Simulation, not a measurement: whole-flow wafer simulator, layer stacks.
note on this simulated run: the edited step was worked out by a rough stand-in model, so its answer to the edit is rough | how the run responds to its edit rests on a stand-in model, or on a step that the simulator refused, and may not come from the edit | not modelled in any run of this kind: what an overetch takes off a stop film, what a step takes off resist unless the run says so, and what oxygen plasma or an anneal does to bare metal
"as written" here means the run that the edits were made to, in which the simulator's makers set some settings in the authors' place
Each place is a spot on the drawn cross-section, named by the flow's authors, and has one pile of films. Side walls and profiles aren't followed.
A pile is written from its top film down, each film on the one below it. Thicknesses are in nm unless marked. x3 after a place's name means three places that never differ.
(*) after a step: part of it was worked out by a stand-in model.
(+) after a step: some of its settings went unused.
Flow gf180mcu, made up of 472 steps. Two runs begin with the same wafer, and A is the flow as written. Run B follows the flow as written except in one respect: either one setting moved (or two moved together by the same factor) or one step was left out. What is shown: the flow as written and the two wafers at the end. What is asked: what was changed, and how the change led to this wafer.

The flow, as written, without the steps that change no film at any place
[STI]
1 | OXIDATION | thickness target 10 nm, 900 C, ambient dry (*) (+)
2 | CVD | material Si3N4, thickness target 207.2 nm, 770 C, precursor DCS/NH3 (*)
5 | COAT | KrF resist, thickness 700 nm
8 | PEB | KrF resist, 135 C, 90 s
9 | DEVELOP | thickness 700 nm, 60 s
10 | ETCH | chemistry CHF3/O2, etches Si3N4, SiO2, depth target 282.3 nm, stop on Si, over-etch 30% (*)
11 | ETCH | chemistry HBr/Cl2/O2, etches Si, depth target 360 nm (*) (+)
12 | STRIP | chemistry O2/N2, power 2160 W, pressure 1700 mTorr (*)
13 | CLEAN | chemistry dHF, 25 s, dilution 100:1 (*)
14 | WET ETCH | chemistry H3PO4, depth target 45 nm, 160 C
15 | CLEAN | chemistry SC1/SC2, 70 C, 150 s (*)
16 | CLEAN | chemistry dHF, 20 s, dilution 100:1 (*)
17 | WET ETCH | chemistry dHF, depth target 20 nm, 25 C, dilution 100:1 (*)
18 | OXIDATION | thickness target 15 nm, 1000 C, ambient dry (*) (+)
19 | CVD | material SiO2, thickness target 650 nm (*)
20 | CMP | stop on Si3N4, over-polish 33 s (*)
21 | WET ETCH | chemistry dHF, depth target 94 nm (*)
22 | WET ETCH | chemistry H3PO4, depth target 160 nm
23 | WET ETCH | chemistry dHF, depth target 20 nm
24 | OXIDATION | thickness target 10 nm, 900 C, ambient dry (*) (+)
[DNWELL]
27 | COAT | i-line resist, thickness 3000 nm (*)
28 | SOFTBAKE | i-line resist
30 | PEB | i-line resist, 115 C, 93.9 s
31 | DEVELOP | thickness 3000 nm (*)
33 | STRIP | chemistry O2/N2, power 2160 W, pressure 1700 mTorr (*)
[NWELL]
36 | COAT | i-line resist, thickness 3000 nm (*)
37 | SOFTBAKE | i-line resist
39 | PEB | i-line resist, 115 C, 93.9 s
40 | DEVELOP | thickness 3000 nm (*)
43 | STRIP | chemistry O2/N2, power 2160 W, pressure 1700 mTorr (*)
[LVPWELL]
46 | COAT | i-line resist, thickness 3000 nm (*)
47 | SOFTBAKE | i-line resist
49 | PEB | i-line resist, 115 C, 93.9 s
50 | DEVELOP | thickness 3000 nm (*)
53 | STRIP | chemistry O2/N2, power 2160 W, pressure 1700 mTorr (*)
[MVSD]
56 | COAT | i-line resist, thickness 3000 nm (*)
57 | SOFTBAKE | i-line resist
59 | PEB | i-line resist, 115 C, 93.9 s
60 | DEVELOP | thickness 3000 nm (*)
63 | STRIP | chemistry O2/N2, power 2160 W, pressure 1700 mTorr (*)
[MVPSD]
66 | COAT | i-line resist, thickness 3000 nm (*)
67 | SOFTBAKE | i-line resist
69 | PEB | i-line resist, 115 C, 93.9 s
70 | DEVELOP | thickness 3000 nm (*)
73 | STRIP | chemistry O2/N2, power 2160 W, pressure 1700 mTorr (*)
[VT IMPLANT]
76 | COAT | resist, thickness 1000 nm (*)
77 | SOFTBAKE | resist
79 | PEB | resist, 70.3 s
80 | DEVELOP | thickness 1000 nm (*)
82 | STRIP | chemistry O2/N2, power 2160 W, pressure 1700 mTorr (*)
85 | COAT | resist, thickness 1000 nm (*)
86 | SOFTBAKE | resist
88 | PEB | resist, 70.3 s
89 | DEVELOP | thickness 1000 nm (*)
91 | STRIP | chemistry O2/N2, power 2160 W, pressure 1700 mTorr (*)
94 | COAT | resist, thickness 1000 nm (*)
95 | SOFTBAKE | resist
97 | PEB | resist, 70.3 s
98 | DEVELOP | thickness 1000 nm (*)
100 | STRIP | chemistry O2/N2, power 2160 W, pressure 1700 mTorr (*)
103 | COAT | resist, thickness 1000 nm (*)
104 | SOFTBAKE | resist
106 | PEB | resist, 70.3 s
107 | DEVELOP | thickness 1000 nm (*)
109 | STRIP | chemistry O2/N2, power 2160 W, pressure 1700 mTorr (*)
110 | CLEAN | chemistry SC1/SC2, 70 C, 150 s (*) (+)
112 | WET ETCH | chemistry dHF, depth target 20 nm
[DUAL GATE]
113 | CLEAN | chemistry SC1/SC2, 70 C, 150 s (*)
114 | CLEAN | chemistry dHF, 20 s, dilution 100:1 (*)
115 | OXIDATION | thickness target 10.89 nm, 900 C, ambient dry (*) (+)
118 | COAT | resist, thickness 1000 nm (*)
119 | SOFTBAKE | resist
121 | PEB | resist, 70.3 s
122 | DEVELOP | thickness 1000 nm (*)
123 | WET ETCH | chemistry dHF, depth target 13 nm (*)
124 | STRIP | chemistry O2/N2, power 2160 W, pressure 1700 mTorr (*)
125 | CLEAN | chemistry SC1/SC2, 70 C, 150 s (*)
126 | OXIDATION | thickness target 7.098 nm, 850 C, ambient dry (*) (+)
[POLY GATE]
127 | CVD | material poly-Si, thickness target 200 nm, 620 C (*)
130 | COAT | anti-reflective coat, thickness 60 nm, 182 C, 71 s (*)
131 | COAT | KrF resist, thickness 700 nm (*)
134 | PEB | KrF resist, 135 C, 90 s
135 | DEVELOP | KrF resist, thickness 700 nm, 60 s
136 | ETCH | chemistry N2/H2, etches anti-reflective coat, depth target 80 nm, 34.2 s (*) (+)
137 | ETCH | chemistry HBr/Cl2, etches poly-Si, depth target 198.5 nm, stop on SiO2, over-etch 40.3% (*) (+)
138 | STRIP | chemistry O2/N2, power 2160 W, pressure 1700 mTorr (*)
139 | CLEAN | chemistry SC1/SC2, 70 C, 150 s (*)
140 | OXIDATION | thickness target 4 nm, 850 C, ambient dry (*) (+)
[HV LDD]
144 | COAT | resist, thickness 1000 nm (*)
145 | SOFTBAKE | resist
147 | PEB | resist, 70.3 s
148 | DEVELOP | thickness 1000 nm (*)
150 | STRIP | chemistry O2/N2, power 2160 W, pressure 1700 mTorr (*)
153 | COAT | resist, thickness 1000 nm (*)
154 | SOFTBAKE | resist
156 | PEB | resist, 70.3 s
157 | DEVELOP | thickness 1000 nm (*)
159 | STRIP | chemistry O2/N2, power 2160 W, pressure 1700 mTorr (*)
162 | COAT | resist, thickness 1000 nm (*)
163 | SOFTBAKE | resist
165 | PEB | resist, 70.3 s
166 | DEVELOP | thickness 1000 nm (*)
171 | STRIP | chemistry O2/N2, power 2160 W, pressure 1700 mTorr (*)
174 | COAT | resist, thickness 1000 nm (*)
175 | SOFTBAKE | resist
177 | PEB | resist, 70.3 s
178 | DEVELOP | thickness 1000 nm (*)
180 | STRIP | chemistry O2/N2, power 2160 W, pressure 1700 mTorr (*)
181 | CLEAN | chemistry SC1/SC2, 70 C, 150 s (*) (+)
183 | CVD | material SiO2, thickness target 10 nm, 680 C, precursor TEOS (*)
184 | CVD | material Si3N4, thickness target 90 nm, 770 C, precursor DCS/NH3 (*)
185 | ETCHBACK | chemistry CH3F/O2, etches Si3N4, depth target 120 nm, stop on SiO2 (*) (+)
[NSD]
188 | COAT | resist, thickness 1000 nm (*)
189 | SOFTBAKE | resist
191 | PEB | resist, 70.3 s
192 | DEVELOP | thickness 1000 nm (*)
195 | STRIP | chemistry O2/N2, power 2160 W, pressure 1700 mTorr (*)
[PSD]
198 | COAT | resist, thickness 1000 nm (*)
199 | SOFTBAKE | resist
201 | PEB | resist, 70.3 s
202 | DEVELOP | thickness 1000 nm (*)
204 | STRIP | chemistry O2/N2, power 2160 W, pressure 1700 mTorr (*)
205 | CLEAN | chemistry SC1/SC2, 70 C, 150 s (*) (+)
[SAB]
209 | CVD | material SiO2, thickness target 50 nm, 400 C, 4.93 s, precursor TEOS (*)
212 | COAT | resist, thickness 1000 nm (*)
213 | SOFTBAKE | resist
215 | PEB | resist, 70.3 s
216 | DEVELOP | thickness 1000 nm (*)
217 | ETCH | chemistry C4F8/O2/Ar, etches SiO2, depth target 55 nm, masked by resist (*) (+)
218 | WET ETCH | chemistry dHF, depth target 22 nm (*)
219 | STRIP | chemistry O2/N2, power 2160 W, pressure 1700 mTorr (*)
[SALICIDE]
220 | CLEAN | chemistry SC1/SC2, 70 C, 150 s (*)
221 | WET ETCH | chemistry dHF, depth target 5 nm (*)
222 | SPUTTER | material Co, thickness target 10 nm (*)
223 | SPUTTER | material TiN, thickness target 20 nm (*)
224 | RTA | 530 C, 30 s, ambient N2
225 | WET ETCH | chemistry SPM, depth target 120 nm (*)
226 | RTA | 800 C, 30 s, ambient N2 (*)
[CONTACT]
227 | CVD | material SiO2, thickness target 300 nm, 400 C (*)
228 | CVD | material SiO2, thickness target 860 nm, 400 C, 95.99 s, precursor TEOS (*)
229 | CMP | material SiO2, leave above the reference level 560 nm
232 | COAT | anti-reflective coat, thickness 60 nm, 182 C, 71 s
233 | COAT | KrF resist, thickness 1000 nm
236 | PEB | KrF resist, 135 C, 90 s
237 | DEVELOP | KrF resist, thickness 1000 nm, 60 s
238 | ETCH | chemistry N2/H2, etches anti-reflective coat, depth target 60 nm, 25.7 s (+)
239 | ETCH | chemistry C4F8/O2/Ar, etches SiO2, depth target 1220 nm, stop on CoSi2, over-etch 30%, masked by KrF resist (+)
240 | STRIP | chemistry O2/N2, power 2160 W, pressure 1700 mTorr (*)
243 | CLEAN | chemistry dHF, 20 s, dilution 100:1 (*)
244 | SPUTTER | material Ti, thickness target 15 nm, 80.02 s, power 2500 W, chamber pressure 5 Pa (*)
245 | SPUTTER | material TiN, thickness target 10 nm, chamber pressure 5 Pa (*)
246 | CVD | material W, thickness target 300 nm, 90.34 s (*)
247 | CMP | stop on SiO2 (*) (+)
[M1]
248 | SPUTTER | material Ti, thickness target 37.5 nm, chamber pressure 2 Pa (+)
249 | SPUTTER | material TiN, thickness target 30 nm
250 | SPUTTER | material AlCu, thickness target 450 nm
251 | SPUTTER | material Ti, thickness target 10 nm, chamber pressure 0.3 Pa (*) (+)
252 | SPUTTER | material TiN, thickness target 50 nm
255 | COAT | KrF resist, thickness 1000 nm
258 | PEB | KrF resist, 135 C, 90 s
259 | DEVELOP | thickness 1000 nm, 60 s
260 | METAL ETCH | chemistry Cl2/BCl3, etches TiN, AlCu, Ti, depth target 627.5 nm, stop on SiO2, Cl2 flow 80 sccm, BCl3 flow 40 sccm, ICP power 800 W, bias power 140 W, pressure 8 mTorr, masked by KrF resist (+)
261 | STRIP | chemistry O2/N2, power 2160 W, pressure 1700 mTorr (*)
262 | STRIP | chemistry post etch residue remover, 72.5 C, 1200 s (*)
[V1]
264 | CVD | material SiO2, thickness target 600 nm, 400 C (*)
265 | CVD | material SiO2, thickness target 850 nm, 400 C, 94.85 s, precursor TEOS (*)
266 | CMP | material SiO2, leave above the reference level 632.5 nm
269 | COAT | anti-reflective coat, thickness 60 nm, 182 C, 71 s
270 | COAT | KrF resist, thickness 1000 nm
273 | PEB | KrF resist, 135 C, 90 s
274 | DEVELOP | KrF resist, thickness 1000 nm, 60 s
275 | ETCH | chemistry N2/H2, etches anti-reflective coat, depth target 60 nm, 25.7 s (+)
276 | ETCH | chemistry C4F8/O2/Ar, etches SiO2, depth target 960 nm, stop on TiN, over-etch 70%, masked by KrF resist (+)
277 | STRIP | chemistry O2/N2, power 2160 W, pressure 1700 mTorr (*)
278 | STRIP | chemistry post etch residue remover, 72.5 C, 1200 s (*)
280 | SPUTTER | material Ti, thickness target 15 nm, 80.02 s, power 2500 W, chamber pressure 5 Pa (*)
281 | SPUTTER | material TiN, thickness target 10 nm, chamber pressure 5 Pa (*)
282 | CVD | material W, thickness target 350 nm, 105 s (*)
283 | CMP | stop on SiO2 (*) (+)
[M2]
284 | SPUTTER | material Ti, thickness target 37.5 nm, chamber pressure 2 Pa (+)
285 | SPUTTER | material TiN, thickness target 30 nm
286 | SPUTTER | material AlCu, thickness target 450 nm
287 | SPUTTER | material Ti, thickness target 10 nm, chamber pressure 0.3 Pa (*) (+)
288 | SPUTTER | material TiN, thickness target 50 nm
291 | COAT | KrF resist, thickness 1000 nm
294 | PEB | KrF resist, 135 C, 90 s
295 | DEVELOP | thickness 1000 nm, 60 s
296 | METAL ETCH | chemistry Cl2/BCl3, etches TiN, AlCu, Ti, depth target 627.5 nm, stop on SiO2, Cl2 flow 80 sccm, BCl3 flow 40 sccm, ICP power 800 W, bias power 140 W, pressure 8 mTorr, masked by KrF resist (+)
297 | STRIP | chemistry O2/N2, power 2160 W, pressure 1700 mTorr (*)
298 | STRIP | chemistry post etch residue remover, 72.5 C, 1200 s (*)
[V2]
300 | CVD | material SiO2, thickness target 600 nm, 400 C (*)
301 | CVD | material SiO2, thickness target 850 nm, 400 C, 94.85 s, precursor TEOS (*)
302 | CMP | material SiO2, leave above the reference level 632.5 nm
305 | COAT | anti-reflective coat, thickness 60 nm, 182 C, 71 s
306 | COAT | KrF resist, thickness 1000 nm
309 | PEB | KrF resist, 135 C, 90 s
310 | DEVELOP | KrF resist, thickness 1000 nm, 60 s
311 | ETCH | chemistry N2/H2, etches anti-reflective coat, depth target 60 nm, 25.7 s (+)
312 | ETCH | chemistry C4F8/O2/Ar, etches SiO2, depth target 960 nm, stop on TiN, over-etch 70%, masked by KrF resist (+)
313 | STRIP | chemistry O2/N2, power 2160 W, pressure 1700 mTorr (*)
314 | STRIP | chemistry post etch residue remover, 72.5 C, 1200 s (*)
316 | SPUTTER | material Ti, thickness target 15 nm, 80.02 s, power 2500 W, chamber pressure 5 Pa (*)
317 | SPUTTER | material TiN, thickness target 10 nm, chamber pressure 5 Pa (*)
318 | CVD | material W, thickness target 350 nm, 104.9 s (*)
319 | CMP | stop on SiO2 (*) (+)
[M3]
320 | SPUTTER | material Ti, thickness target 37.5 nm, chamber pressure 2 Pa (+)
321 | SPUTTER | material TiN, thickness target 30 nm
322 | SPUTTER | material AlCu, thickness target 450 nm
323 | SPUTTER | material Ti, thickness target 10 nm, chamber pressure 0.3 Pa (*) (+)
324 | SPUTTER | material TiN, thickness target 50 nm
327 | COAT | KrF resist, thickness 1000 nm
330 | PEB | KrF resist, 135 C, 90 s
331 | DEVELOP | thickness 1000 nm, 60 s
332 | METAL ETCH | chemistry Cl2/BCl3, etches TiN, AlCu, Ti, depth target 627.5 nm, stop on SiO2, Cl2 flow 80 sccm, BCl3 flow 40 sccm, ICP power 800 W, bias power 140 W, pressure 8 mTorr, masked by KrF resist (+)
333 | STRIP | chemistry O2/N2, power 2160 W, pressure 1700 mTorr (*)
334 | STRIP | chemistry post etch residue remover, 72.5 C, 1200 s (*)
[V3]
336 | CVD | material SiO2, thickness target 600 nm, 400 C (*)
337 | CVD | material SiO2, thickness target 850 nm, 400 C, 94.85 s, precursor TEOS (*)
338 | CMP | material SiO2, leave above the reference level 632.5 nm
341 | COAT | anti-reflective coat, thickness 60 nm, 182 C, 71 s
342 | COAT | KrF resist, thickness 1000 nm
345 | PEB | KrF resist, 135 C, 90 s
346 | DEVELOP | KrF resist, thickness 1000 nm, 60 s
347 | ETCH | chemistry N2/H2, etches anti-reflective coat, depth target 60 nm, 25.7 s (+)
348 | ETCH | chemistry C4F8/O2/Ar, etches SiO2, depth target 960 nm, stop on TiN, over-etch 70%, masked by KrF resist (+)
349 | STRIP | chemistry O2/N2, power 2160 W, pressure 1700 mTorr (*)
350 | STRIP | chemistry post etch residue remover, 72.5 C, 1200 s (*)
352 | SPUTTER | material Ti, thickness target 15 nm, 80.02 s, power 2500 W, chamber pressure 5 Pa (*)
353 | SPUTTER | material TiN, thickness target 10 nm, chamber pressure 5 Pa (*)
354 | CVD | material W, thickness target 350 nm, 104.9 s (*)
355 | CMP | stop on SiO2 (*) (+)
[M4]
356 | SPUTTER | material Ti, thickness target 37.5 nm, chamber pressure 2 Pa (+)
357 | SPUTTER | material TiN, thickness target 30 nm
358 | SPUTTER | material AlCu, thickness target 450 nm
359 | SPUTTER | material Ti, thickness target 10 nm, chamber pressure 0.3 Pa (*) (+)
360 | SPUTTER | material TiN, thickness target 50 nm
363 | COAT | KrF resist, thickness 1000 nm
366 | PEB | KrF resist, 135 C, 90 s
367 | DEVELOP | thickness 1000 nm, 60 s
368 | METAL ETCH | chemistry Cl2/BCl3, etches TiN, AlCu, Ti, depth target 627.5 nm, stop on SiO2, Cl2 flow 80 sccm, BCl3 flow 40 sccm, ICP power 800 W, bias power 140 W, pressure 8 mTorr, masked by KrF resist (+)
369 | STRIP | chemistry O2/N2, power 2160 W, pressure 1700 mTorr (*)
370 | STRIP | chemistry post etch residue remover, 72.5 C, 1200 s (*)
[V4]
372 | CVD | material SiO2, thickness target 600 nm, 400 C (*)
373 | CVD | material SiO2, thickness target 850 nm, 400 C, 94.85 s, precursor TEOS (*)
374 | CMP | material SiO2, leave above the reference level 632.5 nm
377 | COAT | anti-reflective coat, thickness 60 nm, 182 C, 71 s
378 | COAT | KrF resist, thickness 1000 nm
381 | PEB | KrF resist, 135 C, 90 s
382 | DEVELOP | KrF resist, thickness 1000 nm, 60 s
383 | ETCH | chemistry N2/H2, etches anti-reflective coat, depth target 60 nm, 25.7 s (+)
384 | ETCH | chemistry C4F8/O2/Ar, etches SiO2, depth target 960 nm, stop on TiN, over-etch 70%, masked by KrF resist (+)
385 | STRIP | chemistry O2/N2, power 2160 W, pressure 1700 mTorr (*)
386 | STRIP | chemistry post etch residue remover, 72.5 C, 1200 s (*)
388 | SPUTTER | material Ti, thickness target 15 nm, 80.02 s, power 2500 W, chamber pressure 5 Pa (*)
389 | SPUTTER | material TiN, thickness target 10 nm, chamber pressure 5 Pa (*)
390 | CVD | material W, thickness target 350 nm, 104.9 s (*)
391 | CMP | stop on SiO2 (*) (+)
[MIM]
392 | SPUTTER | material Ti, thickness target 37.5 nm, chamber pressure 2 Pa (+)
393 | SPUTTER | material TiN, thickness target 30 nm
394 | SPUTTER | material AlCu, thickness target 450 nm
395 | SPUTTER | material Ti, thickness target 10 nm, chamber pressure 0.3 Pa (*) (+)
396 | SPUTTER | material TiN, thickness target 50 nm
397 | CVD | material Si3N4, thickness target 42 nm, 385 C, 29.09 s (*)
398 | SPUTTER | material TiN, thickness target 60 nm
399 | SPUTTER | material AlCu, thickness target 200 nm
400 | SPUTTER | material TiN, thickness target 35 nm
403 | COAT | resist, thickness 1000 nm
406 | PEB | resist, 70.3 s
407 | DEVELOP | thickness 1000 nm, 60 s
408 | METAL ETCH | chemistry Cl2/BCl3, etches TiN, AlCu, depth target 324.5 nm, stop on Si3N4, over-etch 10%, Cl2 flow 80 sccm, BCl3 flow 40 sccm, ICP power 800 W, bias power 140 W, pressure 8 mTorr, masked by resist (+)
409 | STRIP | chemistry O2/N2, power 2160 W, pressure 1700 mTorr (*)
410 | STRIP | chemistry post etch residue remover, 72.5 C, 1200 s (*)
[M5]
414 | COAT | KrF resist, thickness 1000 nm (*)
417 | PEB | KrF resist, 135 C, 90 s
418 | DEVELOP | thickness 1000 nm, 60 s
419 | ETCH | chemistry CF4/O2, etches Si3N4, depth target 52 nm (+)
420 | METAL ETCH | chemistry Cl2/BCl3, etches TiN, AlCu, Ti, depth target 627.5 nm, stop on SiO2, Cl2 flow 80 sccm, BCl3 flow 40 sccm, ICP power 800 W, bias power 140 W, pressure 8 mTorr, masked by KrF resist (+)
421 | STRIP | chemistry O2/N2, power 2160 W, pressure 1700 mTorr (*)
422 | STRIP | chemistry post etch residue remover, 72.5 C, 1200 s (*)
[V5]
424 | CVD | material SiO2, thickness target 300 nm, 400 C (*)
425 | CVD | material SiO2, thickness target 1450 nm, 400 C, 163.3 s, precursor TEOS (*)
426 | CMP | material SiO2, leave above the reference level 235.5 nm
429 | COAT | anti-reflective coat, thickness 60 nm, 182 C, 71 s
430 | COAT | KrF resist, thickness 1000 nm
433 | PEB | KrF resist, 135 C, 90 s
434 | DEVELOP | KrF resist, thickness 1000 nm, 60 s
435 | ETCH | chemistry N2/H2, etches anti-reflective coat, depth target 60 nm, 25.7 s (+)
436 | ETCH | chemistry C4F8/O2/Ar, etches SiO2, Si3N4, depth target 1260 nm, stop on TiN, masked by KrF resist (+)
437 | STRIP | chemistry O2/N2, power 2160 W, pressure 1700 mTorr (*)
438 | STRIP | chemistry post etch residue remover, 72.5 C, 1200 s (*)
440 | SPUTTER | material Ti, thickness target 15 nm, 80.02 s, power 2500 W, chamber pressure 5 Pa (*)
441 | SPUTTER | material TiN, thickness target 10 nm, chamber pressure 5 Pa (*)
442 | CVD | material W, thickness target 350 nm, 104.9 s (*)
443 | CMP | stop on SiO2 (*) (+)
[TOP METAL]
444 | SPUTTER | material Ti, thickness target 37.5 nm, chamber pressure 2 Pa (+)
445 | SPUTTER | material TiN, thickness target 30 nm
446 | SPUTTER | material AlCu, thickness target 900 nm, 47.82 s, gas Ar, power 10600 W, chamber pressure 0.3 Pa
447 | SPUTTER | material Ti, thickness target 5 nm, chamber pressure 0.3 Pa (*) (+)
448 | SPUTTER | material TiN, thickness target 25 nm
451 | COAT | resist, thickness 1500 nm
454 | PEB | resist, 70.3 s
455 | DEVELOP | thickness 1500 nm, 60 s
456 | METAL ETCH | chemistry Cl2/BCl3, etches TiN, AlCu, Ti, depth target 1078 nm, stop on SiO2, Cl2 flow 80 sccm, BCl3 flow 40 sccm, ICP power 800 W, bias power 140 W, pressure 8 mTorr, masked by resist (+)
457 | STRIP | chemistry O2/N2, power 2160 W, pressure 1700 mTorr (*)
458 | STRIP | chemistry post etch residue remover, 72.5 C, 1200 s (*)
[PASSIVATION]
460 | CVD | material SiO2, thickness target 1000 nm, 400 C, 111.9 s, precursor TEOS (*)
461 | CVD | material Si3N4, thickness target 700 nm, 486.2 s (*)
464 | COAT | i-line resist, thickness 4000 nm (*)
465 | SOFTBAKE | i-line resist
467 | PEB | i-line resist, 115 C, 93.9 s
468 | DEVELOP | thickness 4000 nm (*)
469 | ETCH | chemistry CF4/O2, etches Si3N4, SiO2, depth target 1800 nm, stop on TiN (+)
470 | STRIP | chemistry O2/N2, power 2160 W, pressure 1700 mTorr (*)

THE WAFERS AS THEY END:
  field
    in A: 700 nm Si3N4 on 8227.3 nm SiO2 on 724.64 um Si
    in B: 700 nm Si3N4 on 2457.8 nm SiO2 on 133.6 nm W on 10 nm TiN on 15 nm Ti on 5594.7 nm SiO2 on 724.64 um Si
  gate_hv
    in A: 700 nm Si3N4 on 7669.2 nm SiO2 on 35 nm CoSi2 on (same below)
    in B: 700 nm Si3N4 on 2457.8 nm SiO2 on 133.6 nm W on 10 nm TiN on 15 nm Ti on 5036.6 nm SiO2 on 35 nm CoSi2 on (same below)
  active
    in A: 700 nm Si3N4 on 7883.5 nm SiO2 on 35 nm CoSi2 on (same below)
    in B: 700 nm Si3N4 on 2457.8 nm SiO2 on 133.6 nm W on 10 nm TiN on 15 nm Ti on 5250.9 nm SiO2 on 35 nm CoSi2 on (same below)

What caused this: step 373, CVD: thickness target 348 nm was run, while the flow as written has thickness target 850 nm; step 373, CVD: 38.89 s was run, where the flow has 94.85 s.

The path from the change to this, step by step:
  373 | CVD | material SiO2, thickness target 850 nm, 400 C, 94.85 s, precursor TEOS (*)
      field, field__w1, field__w2 and 108 more: A +850 SiO2 | B +359 SiO2
  374 | CMP | material SiO2, leave above the reference level 632.5 nm
      field, field__w1, field__w2 and 103 more: A -300 SiO2 | B nothing
      field__w8, contact, m1, m1__w1, m1_nw: A -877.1 SiO2 | B -386.1 SiO2
  377 | COAT | anti-reflective coat, thickness 60 nm, 182 C, 71 s
      active, p_well, sti, spacer, sd_n, mim_1p0, pad, dice_street: A +60 anti-reflective coat (new film) | B +61.3 anti-reflective coat (new film)
      field: A +60 anti-reflective coat (new film) | B +148.3 anti-reflective coat (new film)
      (and at 22 other places as well)
  378 | COAT | KrF resist, thickness 1000 nm
      field: A +1000 KrF resist (new film) | B +961.9 KrF resist (new film)
      field__w1: A +1000 KrF resist (new film) | B +971.6 KrF resist (new film)
      (and at 14 other places as well)
  381 | PEB | KrF resist, 135 C, 90 s
      n_well: A -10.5 KrF resist | B -9.54 KrF resist
      contact: A -10.5 KrF resist | B -8.91 KrF resist
      (and at 9 other places as well)
  382 | DEVELOP | KrF resist, thickness 1000 nm, 60 s
      contact: A -989.5 KrF resist (all of it) | B -887.2 KrF resist (all of it)
  383 | ETCH | chemistry N2/H2, etches anti-reflective coat, depth target 60 nm, 25.7 s (+)
      contact: A -60 anti-reflective coat (all of it), -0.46 SiO2 | B -18.7 anti-reflective coat (all of it), -1.52 SiO2
  385 | STRIP | chemistry O2/N2, power 2160 W, pressure 1700 mTorr (*)
      p_well, sti, spacer, sd_n, mim_1p0, pad, dice_street: A -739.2 KrF resist (all of it), -60 anti-reflective coat (all of it) | B -739.6 KrF resist (all of it), -61.3 anti-reflective coat (all of it)
      field: A -739.2 KrF resist (all of it), -60 anti-reflective coat (all of it) | B -701.5 KrF resist (all of it), -148.3 anti-reflective coat (all of it)
      (and at 22 other places as well)
  388 | SPUTTER | material Ti, thickness target 15 nm, 80.02 s, power 2500 W, chamber pressure 5 Pa (*)
      contact: A +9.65 Ti (new film) | B +10.8 Ti (new film)
  389 | SPUTTER | material TiN, thickness target 10 nm, chamber pressure 5 Pa (*)
      contact: A +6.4 TiN (new film) | B +7.19 TiN (new film)
  390 | CVD | material W, thickness target 350 nm, 104.9 s (*)
      contact: A +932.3 W (new film) | B +739.3 W (new film)
  391 | CMP | stop on SiO2 (*) (+)
      field, field__w1, field__w2 and 103 more: A -350 W (all of it), -10 TiN (all of it), -15 Ti (all of it), -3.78 SiO2 | B -204 W
      field__w8, m1, m1__w1, m1_nw: A -350 W (all of it), -10 TiN (all of it), -15 Ti (all of it), -3.78 SiO2 | B -350 W (all of it), -10 TiN (all of it), -15 Ti (all of it), -20 SiO2
      (and at 1 other place as well)
  420 | METAL ETCH | chemistry Cl2/BCl3, etches TiN, AlCu, Ti, depth target 627.5 nm, stop on SiO2, Cl2 flow 80 sccm, BCl3 flow 40 sccm, ICP power 800 W, bias power 140 W, pressure 8 mTorr, masked by KrF resist (+)
      field, field__w1, field__w2 and 101 more: A -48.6 TiN (all of it), -10 Ti (all of it), -450 AlCu (all of it), -30 TiN (all of it), -37.5 Ti (all of it) | B -48.6 TiN (all of it), -10 Ti (all of it), -450 AlCu (all of it), -30 TiN (all of it), -37.5 Ti (all of it), -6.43 W
  422 | STRIP | chemistry post etch residue remover, 72.5 C, 1200 s (*)
      field, field__w1, field__w2 and 101 more: A nothing | B -6.01 W
  424 | CVD | material SiO2, thickness target 300 nm, 400 C (*)
      field, field__w1, field__w2 and 101 more: A +300 SiO2 | B +300 SiO2 (new film)
  426 | CMP | material SiO2, leave above the reference level 235.5 nm
      field, field__w1, field__w5 and 92 more: A -300.8 SiO2 | B -288.4 SiO2
      field__w2, field__w3, field__w12 and 6 more: A -272.7 SiO2 | B -259.7 SiO2
Taking metal films that touch as one body, field has 1 body; the flow as written gives 0 bodies.
Taking metal films that touch as one body, gate_hv has 2 bodies (between them, from the top down: SiO2 5036.6); the flow as written gives 1 body.
Taking metal films that touch as one body, active has 2 bodies (between them, from the top down: SiO2 5250.9); the flow as written gives 1 body.
